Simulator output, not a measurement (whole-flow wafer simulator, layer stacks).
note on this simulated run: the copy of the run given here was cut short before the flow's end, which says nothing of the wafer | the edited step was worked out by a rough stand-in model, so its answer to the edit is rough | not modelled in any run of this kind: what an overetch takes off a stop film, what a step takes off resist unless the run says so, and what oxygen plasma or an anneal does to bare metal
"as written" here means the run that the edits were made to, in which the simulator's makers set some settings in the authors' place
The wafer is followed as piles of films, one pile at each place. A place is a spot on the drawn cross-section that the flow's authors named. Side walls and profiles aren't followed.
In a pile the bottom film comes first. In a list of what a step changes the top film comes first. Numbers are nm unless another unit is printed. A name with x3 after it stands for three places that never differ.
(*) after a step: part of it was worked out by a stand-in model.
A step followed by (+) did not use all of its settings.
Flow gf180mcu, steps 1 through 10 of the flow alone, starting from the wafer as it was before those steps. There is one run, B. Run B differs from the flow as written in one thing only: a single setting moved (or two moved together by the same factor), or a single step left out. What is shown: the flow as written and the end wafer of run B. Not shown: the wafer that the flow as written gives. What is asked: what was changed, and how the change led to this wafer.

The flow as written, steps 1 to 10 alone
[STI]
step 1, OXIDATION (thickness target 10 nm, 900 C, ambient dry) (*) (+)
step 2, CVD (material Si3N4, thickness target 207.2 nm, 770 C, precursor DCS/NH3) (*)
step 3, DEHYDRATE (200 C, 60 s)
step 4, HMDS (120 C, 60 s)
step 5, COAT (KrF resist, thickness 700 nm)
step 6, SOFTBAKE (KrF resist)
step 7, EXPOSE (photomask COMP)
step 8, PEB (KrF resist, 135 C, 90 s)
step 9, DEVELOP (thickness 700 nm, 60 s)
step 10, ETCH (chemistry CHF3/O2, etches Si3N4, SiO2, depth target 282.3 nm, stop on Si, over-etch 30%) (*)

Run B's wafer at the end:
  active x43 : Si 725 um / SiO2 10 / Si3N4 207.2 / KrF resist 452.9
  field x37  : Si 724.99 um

The reason: step 10, ETCH: over-etch 21% was run, whereas the flow has over-etch 30%.

Step by step, how the change led to this:
  step 10, ETCH (chemistry CHF3/O2, etches Si3N4, SiO2, depth target 282.3 nm, stop on Si, over-etch 30%) (*)
      active x43: KrF resist loses 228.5 (it would be, as written: KrF resist loses 245.5)
      field x37: Si3N4 loses 207.2 (all of it), SiO2 loses 10 (all of it), Si loses 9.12 (it would be, as written: Si3N4 loses 207.2 (all of it), SiO2 loses 10 (all of it), Si loses 13)
